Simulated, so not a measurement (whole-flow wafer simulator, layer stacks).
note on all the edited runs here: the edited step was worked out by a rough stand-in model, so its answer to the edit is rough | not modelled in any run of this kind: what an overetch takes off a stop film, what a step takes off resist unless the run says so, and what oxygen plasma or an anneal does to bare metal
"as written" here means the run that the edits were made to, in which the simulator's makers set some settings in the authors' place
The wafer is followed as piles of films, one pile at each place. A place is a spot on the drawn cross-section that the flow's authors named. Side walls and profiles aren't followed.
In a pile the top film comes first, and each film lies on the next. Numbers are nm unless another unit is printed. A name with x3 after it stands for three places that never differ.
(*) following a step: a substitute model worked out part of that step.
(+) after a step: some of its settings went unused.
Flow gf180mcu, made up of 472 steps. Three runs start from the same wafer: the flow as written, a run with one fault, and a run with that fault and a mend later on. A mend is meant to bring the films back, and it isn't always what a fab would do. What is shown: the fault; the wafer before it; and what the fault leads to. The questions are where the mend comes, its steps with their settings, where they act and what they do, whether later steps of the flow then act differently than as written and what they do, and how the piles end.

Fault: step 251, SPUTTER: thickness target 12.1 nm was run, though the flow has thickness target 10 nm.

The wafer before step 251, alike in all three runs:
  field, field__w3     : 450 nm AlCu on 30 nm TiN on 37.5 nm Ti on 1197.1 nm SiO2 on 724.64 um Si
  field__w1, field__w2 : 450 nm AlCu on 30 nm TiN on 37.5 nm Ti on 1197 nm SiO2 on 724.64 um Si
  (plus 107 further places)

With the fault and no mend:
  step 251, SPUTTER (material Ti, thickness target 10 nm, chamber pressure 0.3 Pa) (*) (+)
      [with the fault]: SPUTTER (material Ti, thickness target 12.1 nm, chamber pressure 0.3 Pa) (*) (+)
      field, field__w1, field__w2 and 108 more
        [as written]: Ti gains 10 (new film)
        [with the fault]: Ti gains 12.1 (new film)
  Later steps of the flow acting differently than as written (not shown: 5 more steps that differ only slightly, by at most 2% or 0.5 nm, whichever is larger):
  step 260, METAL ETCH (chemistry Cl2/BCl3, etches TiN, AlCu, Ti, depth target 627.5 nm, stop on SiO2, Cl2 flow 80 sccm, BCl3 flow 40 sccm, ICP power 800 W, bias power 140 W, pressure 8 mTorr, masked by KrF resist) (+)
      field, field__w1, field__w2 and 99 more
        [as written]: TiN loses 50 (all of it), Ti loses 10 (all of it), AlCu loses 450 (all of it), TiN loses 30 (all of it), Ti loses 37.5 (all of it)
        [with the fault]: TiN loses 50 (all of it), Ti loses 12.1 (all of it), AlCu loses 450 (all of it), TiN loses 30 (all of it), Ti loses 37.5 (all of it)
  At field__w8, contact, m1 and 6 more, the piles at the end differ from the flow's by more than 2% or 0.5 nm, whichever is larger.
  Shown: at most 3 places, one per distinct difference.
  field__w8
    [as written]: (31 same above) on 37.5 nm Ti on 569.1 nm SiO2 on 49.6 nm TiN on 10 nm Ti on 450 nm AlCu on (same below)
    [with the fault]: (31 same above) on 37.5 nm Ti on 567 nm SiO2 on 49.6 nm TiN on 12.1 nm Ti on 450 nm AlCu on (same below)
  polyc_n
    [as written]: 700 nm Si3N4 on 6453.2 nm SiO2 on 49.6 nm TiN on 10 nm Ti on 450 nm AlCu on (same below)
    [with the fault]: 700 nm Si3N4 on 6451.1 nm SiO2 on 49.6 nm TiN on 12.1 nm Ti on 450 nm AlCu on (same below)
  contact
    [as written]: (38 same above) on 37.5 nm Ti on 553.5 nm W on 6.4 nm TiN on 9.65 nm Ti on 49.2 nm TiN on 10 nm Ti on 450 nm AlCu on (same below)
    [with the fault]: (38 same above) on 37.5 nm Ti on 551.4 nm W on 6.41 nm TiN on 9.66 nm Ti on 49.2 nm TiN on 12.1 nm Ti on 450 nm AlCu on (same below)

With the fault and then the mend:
  The mend stands after step 251.
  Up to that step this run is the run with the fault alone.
  step 251a, METAL ETCH (chemistry Cl2/BCl3, etches TiN, AlCu, Ti, depth target 2.1 nm, Cl2 flow 80 sccm, BCl3 flow 40 sccm, ICP power 800 W, bias power 140 W, pressure 8 mTorr)
      field, field__w1, field__w2 and 108 more
        Ti loses 2.1
  None of the later steps of the flow acts differently than as written at any place that is followed.
  At every place that both follow, the piles at the end match the flow's.
